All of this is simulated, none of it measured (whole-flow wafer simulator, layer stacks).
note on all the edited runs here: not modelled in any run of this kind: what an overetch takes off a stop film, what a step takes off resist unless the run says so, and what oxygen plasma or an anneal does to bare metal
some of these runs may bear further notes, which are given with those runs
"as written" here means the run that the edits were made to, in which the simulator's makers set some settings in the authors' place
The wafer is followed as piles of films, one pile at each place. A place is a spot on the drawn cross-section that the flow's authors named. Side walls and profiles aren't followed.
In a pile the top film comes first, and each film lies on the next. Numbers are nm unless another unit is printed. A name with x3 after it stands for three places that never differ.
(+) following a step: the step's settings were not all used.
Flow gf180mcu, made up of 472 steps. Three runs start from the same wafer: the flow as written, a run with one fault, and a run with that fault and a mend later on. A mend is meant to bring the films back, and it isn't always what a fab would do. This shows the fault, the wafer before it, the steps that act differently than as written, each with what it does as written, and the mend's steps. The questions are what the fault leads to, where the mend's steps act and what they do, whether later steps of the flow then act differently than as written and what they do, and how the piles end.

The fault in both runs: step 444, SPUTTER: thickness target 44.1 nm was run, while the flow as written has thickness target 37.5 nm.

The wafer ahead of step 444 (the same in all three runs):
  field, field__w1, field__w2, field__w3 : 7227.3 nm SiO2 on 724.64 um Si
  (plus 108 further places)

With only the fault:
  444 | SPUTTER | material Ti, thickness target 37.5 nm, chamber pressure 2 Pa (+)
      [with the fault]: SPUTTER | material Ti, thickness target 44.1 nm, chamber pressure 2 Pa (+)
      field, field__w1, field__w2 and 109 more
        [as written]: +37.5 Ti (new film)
        [with the fault]: +44.1 Ti (new film)
  Later steps of the flow acting differently than as written (not shown: 4 more steps that differ only slightly, by at most 2% or 0.5 nm, whichever is larger):
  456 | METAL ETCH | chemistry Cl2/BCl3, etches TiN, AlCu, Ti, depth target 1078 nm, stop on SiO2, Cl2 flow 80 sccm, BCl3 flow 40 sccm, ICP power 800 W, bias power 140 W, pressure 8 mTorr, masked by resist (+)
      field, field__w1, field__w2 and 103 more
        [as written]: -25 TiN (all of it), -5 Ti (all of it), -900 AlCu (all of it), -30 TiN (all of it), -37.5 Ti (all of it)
        [with the fault]: -25 TiN (all of it), -5 Ti (all of it), -900 AlCu (all of it), -30 TiN (all of it), -44.1 Ti (all of it)
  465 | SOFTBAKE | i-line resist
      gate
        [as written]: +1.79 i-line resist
        [with the fault]: -0.3 i-line resist
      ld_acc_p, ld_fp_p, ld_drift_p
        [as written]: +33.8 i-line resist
        [with the fault]: +27.2 i-line resist
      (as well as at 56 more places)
  By the end, the piles at field__w8, contact, m1, m1__w1, pad, m1_nw depart from the flow's by more than 2% or 0.5 nm, whichever is larger.
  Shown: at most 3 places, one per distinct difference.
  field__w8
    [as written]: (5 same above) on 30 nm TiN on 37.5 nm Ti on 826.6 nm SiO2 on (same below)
    [with the fault]: (5 same above) on 30 nm TiN on 44.1 nm Ti on 826.6 nm SiO2 on (same below)
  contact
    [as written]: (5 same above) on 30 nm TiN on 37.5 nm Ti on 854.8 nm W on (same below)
    [with the fault]: (5 same above) on 30 nm TiN on 44.1 nm Ti on 854.8 nm W on (same below)
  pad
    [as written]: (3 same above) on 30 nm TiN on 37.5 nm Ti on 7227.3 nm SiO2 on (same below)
    [with the fault]: (3 same above) on 30 nm TiN on 44.1 nm Ti on 7227.3 nm SiO2 on (same below)

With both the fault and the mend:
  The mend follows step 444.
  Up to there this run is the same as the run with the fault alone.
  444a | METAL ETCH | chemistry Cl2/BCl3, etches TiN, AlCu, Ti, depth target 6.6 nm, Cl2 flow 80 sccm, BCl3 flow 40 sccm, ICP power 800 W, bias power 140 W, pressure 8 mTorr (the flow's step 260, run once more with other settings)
      field, field__w1, field__w2 and 109 more
        -6.6 Ti
  None of the later steps of the flow acts differently than as written at any place that is followed.
  The piles end the same as the flow's at every place that both follow.
